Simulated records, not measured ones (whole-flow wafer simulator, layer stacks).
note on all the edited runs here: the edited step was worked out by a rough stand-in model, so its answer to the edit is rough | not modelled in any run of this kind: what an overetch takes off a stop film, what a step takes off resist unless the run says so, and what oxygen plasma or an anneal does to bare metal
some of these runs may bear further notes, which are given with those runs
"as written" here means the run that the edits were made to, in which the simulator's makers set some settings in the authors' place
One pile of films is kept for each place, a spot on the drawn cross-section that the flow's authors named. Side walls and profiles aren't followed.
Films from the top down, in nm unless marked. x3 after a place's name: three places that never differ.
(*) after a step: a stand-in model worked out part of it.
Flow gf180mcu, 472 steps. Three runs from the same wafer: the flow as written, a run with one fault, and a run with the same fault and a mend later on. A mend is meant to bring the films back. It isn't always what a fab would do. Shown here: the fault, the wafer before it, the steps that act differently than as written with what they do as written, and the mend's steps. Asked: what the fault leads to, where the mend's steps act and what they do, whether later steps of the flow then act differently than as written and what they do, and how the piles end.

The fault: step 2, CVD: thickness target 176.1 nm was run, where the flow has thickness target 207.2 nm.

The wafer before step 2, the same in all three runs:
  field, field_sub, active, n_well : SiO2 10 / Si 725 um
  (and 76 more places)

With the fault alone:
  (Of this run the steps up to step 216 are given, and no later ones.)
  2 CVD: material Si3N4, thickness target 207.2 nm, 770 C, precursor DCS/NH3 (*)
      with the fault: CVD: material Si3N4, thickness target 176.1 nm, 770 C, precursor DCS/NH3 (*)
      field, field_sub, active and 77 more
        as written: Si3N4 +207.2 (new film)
        with the fault: Si3N4 +176.1 (new film)
  Later steps of the flow that act differently than as written (38 more steps differ only slightly, by at most 2% or 0.5 nm, whichever is larger, and aren't shown):
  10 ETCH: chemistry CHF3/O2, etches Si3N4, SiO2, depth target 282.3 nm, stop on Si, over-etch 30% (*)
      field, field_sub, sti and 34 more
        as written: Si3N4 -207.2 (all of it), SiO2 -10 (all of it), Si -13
        with the fault: Si3N4 -176.1 (all of it), SiO2 -10 (all of it), Si -19.2
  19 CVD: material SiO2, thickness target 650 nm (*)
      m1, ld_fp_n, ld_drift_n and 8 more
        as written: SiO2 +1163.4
        with the fault: SiO2 +1132.3
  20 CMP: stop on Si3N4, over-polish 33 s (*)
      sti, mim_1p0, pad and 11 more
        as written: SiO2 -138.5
        with the fault: SiO2 -169.5
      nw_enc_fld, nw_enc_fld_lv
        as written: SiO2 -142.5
        with the fault: SiO2 -173.6
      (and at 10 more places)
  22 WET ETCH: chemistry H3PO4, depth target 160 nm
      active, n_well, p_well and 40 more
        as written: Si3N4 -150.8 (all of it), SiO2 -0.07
        with the fault: Si3N4 -119.7 (all of it), SiO2 -0.32
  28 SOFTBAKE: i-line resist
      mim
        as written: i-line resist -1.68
        with the fault: i-line resist +0.18
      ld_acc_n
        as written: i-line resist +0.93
        with the fault: nothing
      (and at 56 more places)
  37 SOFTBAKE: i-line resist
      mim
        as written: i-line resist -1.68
        with the fault: i-line resist +0.18
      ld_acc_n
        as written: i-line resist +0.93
        with the fault: nothing
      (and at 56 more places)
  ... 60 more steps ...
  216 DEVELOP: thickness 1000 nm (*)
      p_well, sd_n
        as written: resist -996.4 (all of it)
        with the fault: resist -965.4 (all of it)
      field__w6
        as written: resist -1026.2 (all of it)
        with the fault: resist -1070.3 (all of it)
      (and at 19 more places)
  After step 216 the piles differ from the flow's by more than 2% or 0.5 nm, whichever is larger, at field, field__w1, field__w2 and 67 more.
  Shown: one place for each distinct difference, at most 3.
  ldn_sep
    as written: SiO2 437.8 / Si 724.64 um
    with the fault: SiO2 407 / Si 724.64 um
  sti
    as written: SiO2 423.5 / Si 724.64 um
    with the fault: SiO2 392.7 / Si 724.64 um
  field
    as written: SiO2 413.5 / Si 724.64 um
    with the fault: SiO2 382.7 / Si 724.64 um

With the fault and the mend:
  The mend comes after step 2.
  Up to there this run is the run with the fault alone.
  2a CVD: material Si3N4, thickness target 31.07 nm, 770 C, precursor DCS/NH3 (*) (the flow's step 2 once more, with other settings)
      field, field_sub, active and 77 more
        Si3N4 +31.1
  No later step of the flow acts differently than as written at any place that is followed.
  At the end the piles are the same as the flow's at every place that both follow.
